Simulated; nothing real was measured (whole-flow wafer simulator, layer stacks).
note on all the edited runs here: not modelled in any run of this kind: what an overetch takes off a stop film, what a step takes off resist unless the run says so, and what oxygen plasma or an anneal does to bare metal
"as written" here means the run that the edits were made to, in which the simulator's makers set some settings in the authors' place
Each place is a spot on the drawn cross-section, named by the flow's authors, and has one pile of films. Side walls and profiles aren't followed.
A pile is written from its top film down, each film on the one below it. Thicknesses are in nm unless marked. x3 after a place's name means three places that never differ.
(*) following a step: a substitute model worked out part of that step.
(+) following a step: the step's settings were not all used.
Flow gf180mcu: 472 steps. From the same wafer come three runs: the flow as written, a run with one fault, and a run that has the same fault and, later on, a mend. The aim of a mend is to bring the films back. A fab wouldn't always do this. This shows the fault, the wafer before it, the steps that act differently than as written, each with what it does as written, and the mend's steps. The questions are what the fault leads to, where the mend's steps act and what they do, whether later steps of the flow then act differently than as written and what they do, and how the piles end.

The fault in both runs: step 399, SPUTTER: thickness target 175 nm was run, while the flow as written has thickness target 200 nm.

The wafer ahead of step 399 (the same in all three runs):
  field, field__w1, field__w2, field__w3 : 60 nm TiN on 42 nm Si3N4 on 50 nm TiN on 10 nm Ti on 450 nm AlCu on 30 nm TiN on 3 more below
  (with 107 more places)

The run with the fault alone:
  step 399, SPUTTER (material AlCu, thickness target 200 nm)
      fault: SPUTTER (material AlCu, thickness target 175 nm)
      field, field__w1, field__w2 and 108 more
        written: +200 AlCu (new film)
        fault: +175 AlCu (new film)
  Later steps of the flow acting differently than as written (not shown: 5 more steps that differ only slightly, by at most 2% or 0.5 nm, whichever is larger):
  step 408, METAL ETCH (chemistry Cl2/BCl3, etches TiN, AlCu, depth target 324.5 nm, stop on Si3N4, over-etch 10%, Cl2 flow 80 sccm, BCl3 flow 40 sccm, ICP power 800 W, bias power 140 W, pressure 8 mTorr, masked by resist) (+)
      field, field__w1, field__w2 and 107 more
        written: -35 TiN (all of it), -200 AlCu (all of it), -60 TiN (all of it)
        fault: -35 TiN (all of it), -175 AlCu (all of it), -60 TiN (all of it)
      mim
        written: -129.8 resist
        fault: -118.8 resist
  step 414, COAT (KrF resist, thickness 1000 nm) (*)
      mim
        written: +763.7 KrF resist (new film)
        fault: +782.8 KrF resist (new film)
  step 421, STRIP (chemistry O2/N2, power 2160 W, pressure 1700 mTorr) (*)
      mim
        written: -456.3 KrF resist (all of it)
        fault: -475.1 KrF resist (all of it)
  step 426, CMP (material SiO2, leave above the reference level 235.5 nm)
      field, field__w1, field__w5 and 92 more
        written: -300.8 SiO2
        fault: -325.8 SiO2
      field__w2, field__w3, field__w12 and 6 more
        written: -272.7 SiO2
        fault: -297.7 SiO2
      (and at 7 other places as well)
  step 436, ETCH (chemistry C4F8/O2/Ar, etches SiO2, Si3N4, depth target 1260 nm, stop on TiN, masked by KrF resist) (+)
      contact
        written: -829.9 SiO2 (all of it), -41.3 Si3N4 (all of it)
        fault: -804.9 SiO2 (all of it), -41.3 Si3N4 (all of it)
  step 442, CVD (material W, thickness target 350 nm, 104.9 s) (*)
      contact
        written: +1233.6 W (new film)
        fault: +1208.4 W (new film)
  At field__w8, contact, m1, m1__w1, mim, m1_nw, the piles at the end differ from the flow's by more than 2% or 0.5 nm, whichever is larger.
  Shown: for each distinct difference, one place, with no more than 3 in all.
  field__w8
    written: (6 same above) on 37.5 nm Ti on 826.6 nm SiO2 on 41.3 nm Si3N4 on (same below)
    fault: (6 same above) on 37.5 nm Ti on 801.6 nm SiO2 on 41.3 nm Si3N4 on (same below)
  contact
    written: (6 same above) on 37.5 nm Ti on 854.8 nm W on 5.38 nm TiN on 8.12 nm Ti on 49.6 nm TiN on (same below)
    fault: (6 same above) on 37.5 nm Ti on 829.6 nm W on 5.46 nm TiN on 8.24 nm Ti on 49.6 nm TiN on (same below)
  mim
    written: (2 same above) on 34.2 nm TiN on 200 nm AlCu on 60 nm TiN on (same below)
    fault: (2 same above) on 34.2 nm TiN on 175 nm AlCu on 60 nm TiN on (same below)

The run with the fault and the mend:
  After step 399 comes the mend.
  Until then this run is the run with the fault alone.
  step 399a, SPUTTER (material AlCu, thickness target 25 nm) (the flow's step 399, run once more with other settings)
      field, field__w1, field__w2 and 108 more
        +25 AlCu
  Later steps of the flow that are run all act as written at every place that is followed.
  At every place that both follow, the piles at the end match the flow's.
